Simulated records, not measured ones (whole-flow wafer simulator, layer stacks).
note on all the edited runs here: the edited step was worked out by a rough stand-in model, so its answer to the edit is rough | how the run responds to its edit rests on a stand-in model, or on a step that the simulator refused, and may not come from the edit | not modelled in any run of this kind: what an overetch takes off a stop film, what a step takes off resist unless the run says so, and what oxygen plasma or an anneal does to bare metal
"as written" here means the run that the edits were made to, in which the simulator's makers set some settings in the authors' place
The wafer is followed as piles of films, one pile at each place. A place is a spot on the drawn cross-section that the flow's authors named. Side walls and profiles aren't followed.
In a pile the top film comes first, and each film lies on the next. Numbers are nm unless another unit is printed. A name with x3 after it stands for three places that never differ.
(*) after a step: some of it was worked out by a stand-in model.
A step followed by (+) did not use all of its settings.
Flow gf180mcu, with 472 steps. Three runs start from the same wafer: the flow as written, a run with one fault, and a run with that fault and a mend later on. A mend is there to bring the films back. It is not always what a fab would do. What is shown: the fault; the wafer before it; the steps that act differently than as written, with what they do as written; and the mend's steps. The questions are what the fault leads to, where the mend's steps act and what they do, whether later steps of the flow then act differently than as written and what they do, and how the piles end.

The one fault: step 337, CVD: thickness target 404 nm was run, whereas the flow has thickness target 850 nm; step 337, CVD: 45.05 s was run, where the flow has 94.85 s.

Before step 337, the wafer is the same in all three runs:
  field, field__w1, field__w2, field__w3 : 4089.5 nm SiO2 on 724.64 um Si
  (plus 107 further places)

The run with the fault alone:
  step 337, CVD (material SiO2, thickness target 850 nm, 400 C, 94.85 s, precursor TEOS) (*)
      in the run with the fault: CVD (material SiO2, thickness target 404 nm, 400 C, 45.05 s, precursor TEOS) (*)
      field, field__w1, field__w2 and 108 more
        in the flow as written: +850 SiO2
        in the run with the fault: +413.2 SiO2
  Steps further on in the flow that do not act as written (not shown: 1 more step that differs only slightly, by at most 2% or 0.5 nm, whichever is larger):
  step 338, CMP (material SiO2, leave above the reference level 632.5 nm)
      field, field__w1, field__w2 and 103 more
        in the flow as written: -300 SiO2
        in the run with the fault: nothing
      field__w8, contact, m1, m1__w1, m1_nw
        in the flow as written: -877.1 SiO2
        in the run with the fault: -440.3 SiO2
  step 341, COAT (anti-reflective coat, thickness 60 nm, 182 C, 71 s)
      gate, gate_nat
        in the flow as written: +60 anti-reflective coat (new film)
        in the run with the fault: +61.6 anti-reflective coat (new film)
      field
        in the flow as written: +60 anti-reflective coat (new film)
        in the run with the fault: +115 anti-reflective coat (new film)
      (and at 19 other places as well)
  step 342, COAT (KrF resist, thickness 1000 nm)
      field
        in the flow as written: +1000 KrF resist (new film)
        in the run with the fault: +979.4 KrF resist (new film)
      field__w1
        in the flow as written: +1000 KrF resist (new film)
        in the run with the fault: +976.3 KrF resist (new film)
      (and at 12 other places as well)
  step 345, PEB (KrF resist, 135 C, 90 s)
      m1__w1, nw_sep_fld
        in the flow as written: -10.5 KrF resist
        in the run with the fault: -9.69 KrF resist
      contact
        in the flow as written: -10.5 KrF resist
        in the run with the fault: -9.44 KrF resist
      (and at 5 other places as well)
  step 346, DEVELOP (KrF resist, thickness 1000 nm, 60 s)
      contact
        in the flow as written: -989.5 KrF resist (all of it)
        in the run with the fault: -920.3 KrF resist (all of it)
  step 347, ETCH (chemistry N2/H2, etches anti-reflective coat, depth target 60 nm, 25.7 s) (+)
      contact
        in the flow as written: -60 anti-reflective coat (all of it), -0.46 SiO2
        in the run with the fault: -22.9 anti-reflective coat (all of it), -1.41 SiO2
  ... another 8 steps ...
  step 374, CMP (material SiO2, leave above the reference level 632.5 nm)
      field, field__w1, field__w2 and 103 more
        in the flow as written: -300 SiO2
        in the run with the fault: -287.7 SiO2
  By the end, the piles at field, field__w1, field__w2 and 109 more depart from the flow's by more than 2% or 0.5 nm, whichever is larger.
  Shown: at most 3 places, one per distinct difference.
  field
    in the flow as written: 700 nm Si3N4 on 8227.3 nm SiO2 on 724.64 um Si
    in the run with the fault: 700 nm Si3N4 on 3603.9 nm SiO2 on 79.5 nm W on 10 nm TiN on 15 nm Ti on 4502.7 nm SiO2 on 724.64 um Si
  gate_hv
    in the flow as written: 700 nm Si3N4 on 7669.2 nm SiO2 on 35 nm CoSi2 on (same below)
    in the run with the fault: 700 nm Si3N4 on 3603.9 nm SiO2 on 79.5 nm W on 10 nm TiN on 15 nm Ti on 3944.6 nm SiO2 on 35 nm CoSi2 on (same below)
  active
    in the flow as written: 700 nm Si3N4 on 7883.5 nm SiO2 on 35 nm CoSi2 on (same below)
    in the run with the fault: 700 nm Si3N4 on 3603.9 nm SiO2 on 79.5 nm W on 10 nm TiN on 15 nm Ti on 4158.9 nm SiO2 on 35 nm CoSi2 on (same below)

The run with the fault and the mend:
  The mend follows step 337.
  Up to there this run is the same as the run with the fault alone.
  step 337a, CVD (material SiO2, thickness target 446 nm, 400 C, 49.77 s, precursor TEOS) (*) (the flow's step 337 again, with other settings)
      field, field__w1, field__w2 and 108 more
        +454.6 SiO2
  Steps further on in the flow that do not act as written:
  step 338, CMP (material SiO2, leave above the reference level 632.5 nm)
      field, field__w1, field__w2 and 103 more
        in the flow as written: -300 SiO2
        in the run with the mend: -317.9 SiO2
  By the end, the piles equal the flow's at every place that both follow.
